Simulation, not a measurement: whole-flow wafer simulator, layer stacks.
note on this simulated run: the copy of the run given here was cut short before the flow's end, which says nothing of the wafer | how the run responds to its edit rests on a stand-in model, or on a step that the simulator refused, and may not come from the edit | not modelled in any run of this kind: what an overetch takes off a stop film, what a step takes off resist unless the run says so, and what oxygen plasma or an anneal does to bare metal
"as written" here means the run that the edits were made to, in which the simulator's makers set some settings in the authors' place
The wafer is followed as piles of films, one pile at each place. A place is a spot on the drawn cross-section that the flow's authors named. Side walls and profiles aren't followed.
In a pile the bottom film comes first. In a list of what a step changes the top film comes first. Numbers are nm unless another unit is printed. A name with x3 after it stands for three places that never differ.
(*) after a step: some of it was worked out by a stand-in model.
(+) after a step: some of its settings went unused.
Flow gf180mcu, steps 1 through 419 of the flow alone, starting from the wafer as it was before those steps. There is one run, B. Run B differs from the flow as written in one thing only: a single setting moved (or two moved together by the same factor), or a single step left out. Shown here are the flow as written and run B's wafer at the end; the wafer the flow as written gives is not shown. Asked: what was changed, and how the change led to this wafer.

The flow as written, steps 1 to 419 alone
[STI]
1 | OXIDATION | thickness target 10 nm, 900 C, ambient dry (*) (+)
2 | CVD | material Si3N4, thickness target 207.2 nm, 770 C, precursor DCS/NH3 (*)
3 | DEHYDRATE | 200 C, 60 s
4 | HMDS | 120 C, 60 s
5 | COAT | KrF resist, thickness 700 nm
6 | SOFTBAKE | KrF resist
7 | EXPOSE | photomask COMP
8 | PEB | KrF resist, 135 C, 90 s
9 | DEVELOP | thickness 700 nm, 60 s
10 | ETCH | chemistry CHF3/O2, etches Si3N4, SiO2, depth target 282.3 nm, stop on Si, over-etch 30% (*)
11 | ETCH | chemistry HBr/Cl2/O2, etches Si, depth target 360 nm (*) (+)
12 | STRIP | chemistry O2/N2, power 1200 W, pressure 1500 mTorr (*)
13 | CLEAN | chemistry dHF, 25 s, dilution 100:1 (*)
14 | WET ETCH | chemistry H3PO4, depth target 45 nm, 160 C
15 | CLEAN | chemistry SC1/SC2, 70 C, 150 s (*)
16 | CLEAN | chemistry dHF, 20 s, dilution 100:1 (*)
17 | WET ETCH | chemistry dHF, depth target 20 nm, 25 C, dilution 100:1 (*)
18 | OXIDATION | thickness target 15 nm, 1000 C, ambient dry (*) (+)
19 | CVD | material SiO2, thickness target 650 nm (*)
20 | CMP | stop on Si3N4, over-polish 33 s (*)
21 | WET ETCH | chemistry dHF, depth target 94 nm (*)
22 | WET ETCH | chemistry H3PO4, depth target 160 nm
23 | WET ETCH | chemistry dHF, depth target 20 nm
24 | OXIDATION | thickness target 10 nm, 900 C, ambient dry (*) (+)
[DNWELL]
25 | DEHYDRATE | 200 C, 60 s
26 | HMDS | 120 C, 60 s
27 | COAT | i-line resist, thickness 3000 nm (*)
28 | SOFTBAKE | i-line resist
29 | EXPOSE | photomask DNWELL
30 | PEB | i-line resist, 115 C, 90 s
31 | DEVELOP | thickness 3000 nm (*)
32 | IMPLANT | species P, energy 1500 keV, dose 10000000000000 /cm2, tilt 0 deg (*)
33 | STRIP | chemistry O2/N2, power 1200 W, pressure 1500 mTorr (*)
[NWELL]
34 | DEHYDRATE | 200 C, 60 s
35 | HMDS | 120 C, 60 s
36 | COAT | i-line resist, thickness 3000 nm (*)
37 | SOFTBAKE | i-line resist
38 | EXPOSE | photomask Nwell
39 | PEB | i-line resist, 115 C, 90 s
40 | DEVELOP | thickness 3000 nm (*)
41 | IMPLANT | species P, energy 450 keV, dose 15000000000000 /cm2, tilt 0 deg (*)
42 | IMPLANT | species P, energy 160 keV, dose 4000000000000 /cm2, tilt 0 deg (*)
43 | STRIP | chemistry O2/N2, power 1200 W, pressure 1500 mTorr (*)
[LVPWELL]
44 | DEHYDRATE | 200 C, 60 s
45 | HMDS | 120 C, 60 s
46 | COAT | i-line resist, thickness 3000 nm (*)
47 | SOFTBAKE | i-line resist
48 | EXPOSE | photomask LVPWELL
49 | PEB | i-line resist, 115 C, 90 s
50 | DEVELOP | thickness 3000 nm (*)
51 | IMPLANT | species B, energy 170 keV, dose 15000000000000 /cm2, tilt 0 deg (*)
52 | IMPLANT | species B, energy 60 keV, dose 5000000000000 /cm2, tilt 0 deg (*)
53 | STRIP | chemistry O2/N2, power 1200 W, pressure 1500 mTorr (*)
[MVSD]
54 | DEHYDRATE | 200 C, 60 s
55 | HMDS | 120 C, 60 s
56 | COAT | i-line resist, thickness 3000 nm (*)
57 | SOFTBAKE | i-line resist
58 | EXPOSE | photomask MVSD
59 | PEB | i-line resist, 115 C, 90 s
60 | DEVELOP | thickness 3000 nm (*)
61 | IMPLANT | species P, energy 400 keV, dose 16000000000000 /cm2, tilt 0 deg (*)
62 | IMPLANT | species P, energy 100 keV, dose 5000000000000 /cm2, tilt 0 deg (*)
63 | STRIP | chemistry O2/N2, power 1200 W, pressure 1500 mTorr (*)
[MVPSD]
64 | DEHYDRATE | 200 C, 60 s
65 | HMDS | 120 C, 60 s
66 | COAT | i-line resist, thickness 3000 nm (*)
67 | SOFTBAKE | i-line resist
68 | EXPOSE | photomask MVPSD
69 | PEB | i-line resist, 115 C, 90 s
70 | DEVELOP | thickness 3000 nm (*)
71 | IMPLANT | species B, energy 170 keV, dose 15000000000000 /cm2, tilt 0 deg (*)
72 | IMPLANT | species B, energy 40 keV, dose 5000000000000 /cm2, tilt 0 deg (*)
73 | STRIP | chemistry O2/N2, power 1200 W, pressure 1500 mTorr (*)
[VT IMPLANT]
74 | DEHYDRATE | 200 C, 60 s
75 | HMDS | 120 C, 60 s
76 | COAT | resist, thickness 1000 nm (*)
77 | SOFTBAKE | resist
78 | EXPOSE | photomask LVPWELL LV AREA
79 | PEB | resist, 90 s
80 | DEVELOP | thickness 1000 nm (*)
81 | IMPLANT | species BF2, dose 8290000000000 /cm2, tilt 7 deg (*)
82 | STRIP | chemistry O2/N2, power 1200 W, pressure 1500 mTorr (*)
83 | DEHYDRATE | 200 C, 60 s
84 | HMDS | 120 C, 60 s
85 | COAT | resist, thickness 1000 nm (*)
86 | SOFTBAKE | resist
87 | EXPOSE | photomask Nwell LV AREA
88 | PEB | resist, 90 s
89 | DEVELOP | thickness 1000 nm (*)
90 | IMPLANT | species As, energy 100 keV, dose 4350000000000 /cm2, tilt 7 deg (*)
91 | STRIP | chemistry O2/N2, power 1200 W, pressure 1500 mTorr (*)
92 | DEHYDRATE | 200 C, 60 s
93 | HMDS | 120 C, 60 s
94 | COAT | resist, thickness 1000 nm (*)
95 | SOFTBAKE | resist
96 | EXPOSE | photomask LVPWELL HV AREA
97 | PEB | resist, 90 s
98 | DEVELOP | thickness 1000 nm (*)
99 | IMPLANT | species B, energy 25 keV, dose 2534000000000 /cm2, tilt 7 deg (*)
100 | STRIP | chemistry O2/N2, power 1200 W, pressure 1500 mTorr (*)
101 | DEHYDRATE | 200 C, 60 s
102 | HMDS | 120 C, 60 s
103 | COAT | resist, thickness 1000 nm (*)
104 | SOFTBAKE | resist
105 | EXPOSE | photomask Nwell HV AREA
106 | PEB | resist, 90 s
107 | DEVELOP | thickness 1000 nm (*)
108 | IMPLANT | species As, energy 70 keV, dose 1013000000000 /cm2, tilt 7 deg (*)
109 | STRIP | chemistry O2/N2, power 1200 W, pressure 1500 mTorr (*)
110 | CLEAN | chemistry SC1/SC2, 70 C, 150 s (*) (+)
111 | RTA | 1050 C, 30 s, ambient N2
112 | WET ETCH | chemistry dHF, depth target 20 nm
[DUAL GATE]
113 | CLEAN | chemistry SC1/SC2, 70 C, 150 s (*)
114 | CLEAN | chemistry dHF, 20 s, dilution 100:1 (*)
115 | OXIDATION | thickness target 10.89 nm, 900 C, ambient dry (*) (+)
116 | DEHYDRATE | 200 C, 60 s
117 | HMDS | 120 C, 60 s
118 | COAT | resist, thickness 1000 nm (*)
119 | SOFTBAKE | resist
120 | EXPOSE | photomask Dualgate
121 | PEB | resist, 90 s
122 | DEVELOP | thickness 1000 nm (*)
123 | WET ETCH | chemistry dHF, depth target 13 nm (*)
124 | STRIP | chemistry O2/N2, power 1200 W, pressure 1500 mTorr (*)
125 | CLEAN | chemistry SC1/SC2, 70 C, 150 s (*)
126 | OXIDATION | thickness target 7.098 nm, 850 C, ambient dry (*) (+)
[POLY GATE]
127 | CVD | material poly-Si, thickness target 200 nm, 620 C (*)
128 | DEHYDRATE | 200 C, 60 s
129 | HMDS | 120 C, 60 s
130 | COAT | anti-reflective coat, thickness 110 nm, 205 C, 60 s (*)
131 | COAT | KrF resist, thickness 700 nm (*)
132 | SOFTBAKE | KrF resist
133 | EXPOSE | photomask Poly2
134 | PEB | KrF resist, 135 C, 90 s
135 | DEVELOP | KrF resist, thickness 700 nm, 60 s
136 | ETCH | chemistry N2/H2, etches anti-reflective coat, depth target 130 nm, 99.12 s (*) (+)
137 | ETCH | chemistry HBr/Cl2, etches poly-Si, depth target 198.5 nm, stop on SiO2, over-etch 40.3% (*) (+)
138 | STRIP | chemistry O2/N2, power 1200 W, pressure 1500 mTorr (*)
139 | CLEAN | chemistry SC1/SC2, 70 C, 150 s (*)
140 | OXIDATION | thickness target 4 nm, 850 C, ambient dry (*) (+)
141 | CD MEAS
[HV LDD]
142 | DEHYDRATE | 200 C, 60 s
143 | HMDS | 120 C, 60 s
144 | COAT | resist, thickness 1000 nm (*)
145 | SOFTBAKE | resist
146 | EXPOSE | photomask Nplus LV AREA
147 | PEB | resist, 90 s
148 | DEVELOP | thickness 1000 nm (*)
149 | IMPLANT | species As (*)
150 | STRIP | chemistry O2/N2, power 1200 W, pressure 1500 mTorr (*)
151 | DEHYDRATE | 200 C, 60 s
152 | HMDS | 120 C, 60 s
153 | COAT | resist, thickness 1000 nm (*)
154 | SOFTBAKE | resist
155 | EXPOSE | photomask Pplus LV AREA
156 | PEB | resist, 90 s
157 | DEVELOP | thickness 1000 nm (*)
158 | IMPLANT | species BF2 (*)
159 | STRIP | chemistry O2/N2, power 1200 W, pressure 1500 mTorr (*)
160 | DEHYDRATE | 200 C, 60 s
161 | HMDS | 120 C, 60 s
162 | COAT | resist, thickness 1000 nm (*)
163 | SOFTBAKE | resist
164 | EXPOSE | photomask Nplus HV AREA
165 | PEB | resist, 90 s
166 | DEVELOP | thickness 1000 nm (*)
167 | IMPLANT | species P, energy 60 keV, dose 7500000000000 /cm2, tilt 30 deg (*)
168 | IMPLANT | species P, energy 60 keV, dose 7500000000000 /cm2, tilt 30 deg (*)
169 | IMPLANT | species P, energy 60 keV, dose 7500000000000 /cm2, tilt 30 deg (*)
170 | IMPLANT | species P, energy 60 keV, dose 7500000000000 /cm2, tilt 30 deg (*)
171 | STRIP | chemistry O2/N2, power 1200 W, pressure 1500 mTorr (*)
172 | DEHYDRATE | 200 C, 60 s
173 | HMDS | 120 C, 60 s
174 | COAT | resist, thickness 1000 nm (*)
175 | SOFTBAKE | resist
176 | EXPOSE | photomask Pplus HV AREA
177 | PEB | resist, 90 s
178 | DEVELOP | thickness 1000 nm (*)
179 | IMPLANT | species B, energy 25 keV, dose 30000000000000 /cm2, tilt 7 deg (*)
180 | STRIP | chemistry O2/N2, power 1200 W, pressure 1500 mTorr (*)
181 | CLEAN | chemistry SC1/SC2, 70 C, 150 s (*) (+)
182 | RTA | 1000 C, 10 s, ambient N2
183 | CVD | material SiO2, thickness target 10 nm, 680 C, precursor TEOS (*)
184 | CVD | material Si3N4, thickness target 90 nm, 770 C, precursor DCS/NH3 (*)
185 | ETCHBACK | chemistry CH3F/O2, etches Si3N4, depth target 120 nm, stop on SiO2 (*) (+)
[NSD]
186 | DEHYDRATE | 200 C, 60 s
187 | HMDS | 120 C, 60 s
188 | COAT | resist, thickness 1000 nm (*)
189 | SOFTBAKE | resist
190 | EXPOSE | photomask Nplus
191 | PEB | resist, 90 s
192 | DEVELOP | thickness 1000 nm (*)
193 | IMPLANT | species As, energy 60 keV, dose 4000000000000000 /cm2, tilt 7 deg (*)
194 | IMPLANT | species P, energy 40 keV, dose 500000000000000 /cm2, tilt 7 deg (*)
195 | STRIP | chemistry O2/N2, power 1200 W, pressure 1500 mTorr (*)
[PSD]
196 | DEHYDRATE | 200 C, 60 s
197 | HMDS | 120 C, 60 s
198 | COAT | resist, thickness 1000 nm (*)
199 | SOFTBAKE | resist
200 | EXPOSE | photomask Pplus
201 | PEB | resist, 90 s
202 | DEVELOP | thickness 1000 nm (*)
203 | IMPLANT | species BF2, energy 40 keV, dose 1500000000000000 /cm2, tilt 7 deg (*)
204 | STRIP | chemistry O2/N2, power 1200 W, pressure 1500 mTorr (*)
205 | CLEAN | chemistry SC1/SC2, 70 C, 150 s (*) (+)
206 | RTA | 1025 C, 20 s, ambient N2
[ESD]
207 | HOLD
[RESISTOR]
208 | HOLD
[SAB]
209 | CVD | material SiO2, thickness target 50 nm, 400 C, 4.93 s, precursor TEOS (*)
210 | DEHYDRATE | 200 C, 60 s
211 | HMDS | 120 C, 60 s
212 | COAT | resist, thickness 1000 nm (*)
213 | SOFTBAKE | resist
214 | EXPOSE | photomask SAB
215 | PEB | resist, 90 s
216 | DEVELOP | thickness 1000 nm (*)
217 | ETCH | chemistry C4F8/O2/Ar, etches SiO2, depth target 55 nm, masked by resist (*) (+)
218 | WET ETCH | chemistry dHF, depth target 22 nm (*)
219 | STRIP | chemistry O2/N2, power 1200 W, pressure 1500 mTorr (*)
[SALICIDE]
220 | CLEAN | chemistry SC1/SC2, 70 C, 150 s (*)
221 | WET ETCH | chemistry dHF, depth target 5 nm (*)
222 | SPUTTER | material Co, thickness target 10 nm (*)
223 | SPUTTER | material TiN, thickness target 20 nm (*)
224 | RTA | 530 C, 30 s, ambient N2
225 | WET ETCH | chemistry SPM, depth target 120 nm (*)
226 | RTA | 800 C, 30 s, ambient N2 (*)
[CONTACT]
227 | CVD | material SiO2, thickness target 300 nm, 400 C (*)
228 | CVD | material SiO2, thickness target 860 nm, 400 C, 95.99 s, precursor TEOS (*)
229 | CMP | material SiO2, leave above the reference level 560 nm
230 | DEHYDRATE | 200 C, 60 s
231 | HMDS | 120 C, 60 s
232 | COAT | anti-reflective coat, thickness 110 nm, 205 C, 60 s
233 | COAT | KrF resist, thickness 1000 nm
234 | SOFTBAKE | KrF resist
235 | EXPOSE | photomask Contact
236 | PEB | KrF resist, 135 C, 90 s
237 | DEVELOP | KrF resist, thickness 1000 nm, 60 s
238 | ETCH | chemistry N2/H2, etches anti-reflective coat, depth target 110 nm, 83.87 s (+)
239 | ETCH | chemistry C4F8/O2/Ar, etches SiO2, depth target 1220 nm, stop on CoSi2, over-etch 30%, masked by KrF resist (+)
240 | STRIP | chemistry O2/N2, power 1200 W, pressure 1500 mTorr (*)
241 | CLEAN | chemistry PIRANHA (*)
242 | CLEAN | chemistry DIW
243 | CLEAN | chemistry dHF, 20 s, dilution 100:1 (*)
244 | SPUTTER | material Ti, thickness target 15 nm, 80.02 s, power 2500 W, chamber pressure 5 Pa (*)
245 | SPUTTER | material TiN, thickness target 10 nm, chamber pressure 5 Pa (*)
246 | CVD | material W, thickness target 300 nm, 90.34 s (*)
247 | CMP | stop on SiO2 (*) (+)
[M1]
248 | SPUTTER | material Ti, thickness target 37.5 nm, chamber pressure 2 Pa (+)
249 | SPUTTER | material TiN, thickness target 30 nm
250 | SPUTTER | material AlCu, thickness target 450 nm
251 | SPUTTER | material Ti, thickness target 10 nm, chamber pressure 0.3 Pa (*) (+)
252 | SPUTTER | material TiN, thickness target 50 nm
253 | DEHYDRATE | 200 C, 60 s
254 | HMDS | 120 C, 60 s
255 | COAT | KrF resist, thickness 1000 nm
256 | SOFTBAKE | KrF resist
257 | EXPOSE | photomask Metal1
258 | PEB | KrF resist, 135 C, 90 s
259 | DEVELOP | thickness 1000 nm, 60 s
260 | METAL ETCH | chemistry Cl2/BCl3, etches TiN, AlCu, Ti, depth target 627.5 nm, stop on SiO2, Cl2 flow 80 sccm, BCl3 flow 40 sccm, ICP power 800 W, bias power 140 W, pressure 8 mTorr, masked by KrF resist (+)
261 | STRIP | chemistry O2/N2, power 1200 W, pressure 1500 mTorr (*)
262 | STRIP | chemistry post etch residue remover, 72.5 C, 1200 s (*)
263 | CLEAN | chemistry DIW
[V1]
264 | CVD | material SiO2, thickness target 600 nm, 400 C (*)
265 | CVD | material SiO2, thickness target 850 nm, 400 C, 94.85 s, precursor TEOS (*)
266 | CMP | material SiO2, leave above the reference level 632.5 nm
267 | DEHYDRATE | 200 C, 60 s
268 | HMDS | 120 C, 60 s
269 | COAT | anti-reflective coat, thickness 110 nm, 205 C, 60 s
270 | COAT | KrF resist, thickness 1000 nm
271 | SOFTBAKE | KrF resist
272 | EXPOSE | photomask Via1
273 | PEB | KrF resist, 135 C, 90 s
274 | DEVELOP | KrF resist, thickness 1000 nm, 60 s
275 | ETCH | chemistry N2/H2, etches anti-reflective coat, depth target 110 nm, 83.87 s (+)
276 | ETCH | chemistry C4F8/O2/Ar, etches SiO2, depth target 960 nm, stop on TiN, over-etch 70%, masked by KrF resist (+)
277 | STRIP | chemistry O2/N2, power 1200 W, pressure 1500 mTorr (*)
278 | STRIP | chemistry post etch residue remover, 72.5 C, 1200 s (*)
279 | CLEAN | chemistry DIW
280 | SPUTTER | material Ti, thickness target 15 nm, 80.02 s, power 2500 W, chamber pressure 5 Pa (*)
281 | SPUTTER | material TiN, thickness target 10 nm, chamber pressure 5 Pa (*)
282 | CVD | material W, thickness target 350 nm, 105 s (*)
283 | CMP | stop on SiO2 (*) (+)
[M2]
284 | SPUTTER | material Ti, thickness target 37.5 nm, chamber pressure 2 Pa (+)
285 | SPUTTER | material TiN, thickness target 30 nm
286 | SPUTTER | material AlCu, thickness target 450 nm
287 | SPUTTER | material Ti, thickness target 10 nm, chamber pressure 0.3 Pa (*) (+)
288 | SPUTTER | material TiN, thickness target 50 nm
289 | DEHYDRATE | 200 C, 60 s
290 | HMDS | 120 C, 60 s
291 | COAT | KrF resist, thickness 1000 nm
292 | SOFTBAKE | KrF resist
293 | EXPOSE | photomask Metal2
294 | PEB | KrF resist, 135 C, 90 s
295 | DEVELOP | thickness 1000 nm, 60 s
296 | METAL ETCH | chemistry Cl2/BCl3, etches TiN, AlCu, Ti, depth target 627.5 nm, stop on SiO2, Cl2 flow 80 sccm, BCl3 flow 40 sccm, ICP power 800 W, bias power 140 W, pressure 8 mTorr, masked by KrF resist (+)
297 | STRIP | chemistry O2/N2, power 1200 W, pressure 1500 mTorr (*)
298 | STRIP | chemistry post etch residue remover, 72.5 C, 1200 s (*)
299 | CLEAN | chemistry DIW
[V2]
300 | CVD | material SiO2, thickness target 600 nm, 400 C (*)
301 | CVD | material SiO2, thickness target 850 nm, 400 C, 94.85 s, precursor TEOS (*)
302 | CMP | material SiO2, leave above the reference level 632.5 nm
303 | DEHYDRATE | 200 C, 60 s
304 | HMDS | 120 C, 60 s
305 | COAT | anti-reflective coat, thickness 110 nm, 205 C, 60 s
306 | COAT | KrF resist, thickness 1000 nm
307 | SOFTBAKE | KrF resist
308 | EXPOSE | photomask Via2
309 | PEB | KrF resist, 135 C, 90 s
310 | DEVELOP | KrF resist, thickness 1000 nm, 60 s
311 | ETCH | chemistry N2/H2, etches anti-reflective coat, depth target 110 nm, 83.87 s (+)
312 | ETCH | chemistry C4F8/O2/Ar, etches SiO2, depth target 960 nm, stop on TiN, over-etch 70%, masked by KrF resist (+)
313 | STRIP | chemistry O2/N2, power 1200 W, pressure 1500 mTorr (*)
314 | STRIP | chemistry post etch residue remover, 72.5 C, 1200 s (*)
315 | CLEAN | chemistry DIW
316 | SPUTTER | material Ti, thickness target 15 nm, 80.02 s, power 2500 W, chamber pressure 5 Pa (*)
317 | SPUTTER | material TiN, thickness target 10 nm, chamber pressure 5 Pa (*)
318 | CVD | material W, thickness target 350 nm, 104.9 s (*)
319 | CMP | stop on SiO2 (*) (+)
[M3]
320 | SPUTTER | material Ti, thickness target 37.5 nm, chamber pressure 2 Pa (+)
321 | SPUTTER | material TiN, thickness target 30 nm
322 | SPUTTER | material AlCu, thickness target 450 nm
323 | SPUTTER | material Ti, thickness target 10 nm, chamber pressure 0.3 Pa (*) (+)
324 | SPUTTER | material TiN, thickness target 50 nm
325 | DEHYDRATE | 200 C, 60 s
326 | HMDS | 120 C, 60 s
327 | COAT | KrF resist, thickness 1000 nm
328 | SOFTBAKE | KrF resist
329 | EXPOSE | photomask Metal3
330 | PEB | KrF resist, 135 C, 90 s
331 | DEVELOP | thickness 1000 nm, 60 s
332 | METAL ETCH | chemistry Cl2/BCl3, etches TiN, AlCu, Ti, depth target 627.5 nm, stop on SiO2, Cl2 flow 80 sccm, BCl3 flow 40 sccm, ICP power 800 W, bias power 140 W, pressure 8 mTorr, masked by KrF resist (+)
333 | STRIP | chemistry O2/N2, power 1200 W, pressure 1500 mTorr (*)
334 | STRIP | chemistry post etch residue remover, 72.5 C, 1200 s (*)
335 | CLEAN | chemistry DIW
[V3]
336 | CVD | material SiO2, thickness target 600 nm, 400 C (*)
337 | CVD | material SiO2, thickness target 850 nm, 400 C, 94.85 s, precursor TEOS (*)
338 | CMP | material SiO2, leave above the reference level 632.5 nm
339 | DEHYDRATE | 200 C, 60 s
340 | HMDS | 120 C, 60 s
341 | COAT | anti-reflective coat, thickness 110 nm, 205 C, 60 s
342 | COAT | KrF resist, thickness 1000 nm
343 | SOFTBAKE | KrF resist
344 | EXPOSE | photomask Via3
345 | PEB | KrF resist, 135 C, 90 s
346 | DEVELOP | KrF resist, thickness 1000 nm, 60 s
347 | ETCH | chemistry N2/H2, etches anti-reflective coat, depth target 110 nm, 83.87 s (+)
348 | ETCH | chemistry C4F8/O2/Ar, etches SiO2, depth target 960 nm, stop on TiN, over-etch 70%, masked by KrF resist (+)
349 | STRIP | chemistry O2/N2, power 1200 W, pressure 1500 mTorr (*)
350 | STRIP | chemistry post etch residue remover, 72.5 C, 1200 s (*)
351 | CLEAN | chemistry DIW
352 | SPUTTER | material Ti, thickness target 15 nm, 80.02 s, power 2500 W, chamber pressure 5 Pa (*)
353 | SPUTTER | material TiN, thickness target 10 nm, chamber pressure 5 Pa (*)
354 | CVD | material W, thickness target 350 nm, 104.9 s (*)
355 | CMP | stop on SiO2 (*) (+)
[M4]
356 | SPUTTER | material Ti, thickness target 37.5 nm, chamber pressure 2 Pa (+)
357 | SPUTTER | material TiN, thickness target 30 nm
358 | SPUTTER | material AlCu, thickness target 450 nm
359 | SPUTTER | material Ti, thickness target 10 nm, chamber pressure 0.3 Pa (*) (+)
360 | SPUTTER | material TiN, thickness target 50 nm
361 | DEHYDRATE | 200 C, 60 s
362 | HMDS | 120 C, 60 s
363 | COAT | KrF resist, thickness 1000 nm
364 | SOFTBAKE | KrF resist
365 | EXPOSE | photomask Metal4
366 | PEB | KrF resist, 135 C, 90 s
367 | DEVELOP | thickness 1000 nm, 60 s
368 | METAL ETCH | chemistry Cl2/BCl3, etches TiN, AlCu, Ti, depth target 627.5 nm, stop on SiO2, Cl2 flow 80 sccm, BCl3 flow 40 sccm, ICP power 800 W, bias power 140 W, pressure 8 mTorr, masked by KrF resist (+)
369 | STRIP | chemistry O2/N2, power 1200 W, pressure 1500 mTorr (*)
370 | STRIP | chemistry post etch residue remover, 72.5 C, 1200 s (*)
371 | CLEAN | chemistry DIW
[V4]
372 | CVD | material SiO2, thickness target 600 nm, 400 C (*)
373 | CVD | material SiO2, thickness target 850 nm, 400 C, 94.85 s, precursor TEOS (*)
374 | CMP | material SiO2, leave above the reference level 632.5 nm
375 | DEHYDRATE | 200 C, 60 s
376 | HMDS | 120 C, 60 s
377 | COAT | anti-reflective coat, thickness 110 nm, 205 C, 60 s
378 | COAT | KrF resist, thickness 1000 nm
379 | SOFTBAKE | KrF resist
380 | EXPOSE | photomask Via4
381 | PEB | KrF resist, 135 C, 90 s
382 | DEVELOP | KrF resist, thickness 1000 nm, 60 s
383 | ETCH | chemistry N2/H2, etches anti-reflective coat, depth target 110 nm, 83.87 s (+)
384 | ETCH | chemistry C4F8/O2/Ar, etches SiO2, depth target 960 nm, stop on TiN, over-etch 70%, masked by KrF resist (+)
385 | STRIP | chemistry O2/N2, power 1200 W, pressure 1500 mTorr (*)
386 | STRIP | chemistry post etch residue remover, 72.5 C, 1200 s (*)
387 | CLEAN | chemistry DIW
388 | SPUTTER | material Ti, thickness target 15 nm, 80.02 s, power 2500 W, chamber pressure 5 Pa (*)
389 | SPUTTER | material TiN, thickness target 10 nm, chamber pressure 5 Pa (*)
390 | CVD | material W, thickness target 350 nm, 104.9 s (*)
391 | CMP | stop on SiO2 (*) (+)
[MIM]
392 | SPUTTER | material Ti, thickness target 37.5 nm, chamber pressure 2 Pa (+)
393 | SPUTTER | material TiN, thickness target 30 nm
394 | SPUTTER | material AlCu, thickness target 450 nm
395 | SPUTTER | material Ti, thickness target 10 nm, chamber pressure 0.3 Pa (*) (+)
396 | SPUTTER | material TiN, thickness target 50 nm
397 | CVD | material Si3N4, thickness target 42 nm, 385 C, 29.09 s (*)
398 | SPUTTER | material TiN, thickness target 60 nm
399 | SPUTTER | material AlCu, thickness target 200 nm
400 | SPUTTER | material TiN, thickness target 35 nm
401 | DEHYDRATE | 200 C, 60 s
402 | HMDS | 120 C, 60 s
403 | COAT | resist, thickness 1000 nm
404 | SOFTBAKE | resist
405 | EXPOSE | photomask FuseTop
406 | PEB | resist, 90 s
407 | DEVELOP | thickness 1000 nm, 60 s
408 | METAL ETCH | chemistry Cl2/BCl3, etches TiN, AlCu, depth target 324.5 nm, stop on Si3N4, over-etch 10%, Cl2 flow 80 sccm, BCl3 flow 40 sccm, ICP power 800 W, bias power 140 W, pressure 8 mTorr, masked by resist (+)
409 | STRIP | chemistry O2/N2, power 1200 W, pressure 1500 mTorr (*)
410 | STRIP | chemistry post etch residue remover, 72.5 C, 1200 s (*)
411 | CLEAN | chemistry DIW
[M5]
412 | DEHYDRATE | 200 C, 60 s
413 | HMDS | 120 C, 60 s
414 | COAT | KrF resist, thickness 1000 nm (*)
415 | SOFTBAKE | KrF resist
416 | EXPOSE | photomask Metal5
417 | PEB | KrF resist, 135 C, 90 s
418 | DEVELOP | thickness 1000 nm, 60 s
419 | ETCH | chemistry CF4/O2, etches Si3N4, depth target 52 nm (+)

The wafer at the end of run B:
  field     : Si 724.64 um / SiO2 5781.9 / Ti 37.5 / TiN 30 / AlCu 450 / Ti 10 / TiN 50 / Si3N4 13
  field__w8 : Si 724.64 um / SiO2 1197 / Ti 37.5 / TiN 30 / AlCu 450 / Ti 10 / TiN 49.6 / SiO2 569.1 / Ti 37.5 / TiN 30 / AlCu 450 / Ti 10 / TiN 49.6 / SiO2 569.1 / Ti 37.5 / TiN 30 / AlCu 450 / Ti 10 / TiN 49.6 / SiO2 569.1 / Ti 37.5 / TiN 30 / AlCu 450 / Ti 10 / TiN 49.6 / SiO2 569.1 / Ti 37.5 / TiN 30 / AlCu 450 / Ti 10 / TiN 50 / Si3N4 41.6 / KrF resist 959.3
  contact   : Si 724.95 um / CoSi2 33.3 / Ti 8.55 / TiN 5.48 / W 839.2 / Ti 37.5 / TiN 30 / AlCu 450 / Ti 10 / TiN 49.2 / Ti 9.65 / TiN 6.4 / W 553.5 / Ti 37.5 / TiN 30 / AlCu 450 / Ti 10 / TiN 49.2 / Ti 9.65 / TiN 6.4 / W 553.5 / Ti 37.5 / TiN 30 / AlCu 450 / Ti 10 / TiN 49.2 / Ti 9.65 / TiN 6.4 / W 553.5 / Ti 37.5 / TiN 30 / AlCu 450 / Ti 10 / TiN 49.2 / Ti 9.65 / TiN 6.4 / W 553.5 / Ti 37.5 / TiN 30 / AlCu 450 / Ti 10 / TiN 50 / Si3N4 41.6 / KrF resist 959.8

The reason: step 419, ETCH: depth target 28.6 nm was run, while the flow as written has depth target 52 nm.

Step by step, how the change led to this:
  419 | ETCH | chemistry CF4/O2, etches Si3N4, depth target 52 nm (+)
      field, field__w1, field__w2 and 101 more: -28.6 Si3N4 (as written it would have been: -41.6 Si3N4 (all of it), -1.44 TiN)
      field__w4, field__w8, contact, m1, m1__w1, mim, mim_1p0, m1_nw: -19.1 KrF resist (as written it would have been: -34.7 KrF resist)
